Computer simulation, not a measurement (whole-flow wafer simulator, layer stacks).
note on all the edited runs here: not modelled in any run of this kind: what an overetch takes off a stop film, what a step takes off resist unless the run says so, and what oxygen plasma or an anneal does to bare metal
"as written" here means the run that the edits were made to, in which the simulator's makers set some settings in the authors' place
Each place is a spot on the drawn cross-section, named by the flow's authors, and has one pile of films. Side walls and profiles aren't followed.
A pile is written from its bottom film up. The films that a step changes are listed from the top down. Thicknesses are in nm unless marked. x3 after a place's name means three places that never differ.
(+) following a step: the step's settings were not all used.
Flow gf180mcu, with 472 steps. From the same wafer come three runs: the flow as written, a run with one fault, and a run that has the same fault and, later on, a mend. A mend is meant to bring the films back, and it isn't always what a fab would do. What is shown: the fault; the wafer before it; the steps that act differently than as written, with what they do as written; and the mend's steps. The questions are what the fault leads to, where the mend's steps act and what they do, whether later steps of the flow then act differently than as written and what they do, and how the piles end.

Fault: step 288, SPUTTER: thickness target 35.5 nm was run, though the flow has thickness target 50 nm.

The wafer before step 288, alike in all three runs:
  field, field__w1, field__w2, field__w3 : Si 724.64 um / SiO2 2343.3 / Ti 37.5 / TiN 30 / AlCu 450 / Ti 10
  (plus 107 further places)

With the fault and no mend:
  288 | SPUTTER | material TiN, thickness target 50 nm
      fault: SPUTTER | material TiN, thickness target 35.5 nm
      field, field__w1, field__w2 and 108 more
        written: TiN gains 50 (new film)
        fault: TiN gains 35.5 (new film)
  Steps further on in the flow that do not act as written (not shown: 4 more steps that differ only slightly, by at most 2% or 0.5 nm, whichever is larger):
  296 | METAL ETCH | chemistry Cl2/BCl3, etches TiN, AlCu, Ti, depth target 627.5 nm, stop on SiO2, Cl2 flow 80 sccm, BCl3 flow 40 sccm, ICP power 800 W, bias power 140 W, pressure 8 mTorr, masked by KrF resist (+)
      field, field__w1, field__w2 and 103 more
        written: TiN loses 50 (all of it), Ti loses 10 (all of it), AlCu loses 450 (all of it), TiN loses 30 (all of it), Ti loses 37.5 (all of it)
        fault: TiN loses 35.5 (all of it), Ti loses 10 (all of it), AlCu loses 450 (all of it), TiN loses 30 (all of it), Ti loses 37.5 (all of it)
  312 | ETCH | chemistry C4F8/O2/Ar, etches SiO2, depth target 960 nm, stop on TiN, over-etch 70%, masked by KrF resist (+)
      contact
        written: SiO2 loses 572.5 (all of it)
        fault: SiO2 loses 587 (all of it)
  The piles end different from the flow's at field__w8, contact, m1, m1__w1, m1_nw by more than 2% or 0.5 nm, whichever is larger.
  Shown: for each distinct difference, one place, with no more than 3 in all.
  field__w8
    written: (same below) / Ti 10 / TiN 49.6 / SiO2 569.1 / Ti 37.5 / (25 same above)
    fault: (same below) / Ti 10 / TiN 35.1 / SiO2 583.6 / Ti 37.5 / (25 same above)
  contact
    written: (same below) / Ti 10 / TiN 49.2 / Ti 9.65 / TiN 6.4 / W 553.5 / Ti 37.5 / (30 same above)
    fault: (same below) / Ti 10 / TiN 34.7 / Ti 9.57 / TiN 6.35 / W 568.1 / Ti 37.5 / (30 same above)

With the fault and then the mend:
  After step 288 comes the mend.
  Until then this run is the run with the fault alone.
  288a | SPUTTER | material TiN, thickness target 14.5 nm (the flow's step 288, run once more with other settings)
      field, field__w1, field__w2 and 108 more
        TiN gains 14.5
  Later steps of the flow that are run all act as written at every place that is followed.
  The piles end the same as the flow's at every place that both follow.
